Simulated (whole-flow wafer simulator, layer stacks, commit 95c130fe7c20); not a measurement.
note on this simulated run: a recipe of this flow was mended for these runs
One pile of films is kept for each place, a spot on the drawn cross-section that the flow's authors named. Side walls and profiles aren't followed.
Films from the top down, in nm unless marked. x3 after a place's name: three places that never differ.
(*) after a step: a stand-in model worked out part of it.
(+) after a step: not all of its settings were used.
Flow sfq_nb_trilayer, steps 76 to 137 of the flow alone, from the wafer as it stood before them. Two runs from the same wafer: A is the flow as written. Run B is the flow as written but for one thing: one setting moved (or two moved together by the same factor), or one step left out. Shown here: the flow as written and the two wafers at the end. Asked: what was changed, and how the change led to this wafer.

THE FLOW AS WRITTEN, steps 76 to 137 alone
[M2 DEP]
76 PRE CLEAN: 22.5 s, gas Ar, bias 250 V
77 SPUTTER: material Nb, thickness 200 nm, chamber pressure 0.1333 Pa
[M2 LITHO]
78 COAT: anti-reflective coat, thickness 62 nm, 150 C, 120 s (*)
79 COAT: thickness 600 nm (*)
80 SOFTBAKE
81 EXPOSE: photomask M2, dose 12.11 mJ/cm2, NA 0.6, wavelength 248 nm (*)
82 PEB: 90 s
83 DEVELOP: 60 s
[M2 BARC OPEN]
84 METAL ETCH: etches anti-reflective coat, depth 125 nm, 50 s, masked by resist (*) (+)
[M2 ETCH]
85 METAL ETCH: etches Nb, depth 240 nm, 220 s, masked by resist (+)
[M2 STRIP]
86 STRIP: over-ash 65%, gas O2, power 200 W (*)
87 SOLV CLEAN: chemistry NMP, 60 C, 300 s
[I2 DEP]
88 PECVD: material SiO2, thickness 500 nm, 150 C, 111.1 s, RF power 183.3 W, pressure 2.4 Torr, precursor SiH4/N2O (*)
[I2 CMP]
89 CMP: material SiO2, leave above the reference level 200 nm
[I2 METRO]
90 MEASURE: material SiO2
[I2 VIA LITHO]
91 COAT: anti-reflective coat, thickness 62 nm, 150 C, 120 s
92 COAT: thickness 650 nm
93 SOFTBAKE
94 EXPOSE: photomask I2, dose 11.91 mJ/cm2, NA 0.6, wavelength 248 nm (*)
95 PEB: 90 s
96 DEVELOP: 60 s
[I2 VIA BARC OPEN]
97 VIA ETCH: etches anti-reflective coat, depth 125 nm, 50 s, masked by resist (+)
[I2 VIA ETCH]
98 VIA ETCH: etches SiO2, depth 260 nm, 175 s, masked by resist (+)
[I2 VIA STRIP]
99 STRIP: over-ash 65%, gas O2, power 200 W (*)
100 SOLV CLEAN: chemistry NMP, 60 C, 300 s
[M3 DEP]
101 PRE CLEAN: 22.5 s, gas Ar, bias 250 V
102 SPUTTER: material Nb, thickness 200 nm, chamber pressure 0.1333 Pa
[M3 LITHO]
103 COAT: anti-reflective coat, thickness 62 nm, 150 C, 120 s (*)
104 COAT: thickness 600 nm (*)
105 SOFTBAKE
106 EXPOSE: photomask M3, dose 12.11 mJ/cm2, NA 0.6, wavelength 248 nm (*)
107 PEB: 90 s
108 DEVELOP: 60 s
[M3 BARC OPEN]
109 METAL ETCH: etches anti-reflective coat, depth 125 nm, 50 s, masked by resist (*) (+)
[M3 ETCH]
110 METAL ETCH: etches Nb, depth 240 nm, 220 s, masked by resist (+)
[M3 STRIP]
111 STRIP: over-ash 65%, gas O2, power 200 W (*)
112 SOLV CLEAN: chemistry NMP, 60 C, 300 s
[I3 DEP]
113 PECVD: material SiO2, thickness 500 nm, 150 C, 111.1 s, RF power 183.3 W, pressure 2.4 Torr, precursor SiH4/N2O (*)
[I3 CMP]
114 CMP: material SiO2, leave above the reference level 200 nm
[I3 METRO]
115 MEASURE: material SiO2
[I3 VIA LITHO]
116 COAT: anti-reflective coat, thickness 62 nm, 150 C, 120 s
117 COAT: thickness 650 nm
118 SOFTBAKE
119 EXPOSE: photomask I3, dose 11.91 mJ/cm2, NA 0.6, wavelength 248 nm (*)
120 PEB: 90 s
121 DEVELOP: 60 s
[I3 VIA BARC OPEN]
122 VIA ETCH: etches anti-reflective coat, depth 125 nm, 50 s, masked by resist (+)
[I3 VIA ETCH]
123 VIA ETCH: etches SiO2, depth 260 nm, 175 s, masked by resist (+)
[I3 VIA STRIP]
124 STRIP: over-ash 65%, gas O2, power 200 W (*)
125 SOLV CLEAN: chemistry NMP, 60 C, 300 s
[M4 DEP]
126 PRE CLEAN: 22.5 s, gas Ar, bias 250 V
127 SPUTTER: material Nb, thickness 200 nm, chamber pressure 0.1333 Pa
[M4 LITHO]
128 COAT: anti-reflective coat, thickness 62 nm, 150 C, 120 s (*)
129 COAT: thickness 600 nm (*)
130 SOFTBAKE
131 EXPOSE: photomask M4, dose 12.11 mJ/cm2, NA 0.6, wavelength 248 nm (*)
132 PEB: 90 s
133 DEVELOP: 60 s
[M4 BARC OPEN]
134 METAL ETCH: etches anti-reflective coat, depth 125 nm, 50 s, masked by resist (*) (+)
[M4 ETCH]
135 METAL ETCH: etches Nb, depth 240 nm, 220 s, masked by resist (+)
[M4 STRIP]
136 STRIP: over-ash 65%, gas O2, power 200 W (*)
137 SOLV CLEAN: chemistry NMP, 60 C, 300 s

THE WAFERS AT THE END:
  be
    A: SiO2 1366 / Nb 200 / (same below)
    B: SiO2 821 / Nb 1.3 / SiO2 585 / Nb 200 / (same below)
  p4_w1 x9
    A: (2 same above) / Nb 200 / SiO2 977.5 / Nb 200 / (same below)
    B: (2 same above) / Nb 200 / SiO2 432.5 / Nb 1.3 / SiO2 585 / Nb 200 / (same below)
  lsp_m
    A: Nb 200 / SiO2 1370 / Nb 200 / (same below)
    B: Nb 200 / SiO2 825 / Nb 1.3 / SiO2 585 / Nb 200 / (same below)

The cause: step 77, SPUTTER: thickness 241.3 nm was run, where the flow has thickness 200 nm.

How the change led to this, step by step:
  77 SPUTTER: material Nb, thickness 200 nm, chamber pressure 0.1333 Pa
      field_l, v_sur, via_wl and 102 more: A Nb +200 (new film) | B Nb +241.3 (new film)
      via_v: A Nb +172.8 | B Nb +208.8
  78 COAT: anti-reflective coat, thickness 62 nm, 150 C, 120 s (*)
      wire: A anti-reflective coat +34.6 (new film) | B anti-reflective coat +33.7 (new film)
  85 METAL ETCH: etches Nb, depth 240 nm, 220 s, masked by resist (+)
      field_l, be, be_sur and 81 more: A Nb -200 (all of it), SiO2 -4 | B Nb -240
  86 STRIP: over-ash 65%, gas O2, power 200 W (*)
      wire: A KrF-resist-other-grade -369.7 (all of it), anti-reflective coat -34.6 (all of it) | B KrF-resist-other-grade -369.7 (all of it), anti-reflective coat -33.7 (all of it)
  88 PECVD: material SiO2, thickness 500 nm, 150 C, 111.1 s, RF power 183.3 W, pressure 2.4 Torr, precursor SiH4/N2O (*)
      field_l, be, be_sur and 81 more: A SiO2 +500 | B SiO2 +500 (new film)
      via_v: A SiO2 +612.8 (new film) | B SiO2 +593.6 (new film)
  89 CMP: material SiO2, leave above the reference level 200 nm
      field_l, be, be_sur and 81 more: A SiO2 -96 | B SiO2 -60
      via_v: A SiO2 -181.6 | B SiO2 -157.1
Counting metal films that touch as one body, be has 2 bodies (between them, from the top down: SiO2 585); the flow as written gives 1 body.
Counting metal films that touch as one body, p4_w1 x9 has 4 bodies (between them, from the top down: SiO2 192.5; SiO2 432.5; SiO2 585); the flow as written gives 3 bodies (between them, from the top down: SiO2 192.5; SiO2 977.5).
Counting metal films that touch as one body, lsp_m has 3 bodies (between them, from the top down: SiO2 825; SiO2 585); the flow as written gives 2 bodies (between them, from the top down: SiO2 1370).
